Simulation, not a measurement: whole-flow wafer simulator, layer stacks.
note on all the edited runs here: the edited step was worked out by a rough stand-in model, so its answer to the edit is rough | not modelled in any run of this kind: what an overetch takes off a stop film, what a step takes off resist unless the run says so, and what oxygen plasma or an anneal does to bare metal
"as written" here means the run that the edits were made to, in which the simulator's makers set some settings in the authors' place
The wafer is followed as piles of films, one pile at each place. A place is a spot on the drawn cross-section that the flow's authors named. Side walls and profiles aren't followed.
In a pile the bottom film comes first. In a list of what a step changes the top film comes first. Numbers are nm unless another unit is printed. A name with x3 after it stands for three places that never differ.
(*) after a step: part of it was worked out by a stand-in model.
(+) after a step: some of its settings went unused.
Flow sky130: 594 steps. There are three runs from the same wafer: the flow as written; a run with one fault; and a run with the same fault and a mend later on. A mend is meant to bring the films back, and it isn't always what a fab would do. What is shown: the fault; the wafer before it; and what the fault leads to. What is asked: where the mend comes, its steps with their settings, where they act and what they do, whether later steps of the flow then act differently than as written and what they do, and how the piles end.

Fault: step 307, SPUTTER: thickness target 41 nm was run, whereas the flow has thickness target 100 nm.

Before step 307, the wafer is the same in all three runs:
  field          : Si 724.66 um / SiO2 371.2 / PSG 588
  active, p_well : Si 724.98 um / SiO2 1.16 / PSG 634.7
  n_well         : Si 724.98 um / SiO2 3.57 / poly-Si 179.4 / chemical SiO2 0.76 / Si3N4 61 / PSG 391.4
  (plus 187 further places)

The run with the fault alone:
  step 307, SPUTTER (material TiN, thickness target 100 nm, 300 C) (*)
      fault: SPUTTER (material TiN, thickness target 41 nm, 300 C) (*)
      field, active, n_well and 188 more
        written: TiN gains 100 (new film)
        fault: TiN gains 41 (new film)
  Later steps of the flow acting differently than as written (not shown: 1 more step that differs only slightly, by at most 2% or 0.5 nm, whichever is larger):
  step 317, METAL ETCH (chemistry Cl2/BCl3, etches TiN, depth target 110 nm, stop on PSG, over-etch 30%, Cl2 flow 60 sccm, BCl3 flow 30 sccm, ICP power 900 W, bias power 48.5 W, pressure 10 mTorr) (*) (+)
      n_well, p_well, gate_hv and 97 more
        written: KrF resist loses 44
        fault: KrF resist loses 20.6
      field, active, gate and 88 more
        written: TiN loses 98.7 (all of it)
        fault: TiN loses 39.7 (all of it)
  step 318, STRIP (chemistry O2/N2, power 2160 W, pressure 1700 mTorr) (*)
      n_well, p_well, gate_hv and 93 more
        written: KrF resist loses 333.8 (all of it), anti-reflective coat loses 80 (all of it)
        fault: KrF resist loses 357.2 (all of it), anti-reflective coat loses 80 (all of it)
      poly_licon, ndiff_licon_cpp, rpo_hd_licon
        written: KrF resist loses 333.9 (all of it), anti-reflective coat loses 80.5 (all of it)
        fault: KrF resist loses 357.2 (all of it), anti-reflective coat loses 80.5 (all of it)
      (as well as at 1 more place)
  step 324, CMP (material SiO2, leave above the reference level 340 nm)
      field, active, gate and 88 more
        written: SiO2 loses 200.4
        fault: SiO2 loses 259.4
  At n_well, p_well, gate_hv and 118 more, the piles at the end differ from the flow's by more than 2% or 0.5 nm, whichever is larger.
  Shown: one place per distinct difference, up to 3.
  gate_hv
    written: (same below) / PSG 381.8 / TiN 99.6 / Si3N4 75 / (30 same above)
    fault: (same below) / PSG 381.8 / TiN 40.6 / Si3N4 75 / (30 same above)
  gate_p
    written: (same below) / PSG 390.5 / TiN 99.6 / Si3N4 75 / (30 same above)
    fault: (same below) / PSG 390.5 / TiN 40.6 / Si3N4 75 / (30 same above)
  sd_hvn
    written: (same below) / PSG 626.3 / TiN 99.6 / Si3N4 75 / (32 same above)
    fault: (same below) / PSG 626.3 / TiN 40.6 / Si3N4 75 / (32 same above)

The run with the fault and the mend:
  The mend stands after step 307.
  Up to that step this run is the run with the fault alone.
  step 307a, SPUTTER (material TiN, thickness target 59 nm, 300 C) (*) (the flow's step 307 again, with other settings)
      field, active, n_well and 188 more
        TiN gains 59
  Every later step of the flow that is run acts as written, at every place that is followed, to within 2% or 0.5 nm, whichever is larger.
  The piles end the same as the flow's at every place that both follow.
